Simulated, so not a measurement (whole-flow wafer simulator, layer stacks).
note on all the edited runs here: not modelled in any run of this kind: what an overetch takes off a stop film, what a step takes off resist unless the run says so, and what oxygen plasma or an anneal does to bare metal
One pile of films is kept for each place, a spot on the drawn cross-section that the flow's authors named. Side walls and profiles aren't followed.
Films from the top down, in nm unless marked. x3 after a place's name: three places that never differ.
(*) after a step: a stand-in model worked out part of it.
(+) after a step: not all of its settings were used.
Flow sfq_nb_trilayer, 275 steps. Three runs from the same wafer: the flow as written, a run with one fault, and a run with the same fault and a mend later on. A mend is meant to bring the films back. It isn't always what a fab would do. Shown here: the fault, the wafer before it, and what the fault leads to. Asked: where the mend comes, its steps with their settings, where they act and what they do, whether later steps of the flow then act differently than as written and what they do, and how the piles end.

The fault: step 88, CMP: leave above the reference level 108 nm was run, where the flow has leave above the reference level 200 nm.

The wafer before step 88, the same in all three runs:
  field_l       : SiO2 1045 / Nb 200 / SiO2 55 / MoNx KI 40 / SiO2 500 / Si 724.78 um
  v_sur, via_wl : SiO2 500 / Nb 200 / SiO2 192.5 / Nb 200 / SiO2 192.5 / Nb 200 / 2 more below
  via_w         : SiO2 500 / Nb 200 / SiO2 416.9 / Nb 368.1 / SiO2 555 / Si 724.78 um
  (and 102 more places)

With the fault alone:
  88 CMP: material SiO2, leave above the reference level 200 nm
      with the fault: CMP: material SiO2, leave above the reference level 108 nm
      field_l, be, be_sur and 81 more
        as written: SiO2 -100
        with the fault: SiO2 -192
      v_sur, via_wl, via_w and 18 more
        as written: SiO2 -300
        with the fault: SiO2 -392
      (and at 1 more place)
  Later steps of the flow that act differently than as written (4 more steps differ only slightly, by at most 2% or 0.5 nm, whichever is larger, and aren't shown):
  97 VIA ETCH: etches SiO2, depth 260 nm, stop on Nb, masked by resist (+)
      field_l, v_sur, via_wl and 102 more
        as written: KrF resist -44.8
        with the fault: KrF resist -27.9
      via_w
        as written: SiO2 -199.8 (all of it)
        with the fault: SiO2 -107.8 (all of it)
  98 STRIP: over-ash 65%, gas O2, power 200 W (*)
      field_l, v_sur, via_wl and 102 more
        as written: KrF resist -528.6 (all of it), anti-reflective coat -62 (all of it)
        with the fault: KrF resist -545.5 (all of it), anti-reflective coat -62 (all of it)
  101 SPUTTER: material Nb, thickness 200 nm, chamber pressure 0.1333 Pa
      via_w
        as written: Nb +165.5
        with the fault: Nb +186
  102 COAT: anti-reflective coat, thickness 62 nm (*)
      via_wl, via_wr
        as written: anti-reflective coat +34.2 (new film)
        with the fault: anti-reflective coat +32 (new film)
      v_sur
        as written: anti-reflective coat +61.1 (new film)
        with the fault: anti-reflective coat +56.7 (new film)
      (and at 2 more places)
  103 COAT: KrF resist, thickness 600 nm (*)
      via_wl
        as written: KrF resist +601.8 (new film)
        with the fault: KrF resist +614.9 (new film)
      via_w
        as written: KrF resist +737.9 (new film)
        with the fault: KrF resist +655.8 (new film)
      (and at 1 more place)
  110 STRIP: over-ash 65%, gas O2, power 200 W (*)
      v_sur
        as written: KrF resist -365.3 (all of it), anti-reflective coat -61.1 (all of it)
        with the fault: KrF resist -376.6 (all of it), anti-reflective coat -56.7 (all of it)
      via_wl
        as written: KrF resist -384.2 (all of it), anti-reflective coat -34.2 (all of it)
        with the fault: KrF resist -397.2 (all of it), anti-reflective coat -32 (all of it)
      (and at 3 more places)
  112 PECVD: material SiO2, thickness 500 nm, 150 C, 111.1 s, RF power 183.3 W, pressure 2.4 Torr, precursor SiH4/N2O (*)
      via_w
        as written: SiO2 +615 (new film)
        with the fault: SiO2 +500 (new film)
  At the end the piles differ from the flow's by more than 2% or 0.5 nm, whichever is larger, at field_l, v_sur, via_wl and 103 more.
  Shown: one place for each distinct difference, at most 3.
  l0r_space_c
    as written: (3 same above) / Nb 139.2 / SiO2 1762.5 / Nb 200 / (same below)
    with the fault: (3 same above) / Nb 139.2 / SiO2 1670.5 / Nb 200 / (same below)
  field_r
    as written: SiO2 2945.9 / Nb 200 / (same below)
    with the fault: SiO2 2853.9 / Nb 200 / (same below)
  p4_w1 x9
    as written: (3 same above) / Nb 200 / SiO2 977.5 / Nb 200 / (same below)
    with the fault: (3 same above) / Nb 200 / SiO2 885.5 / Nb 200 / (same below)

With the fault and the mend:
  The mend comes after step 95.
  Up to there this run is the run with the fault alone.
  95a STRIP: over-ash 65%, gas O2, power 200 W (*)
      field_l, v_sur, via_wl and 102 more
        KrF resist -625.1 (all of it), anti-reflective coat -62 (all of it)
      via_w
        anti-reflective coat -62 (all of it)
  95b PECVD: material SiO2, thickness 92 nm, 150 C, 20.44 s, RF power 183.3 W, pressure 2.4 Torr, precursor SiH4/N2O (the flow's step 87 once more, with other settings)
      field_l, v_sur, via_wl and 103 more
        SiO2 +92
  95c COAT: anti-reflective coat, thickness 62 nm (the flow's step 90 once more)
      field_l, v_sur, via_wl and 103 more
        anti-reflective coat +62 (new film)
  95d COAT: KrF resist, thickness 650 nm (the flow's step 91 once more)
      field_l, v_sur, via_wl and 103 more
        KrF resist +650 (new film)
  95e SOFTBAKE: KrF resist (the flow's step 92 once more)
      changes no film at any place that is followed
  95f EXPOSE: photomask I2, dose 11.91 mJ/cm2, NA 0.6, wavelength 248 nm (*) (the flow's step 93 once more)
      changes no film at any place that is followed
  95g PEB: KrF resist, 90 s (the flow's step 94 once more)
      field_l, v_sur, via_wl and 103 more
        KrF resist -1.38
  95h DEVELOP: KrF resist, thickness 650 nm, 60 s (the flow's step 95 once more)
      field_l, v_sur, via_wl and 102 more
        KrF resist -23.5
      via_w
        KrF resist -648.6 (all of it)
  No later step of the flow acts differently than as written at any place that is followed.
  At the end the piles are the same as the flow's at every place that both follow.
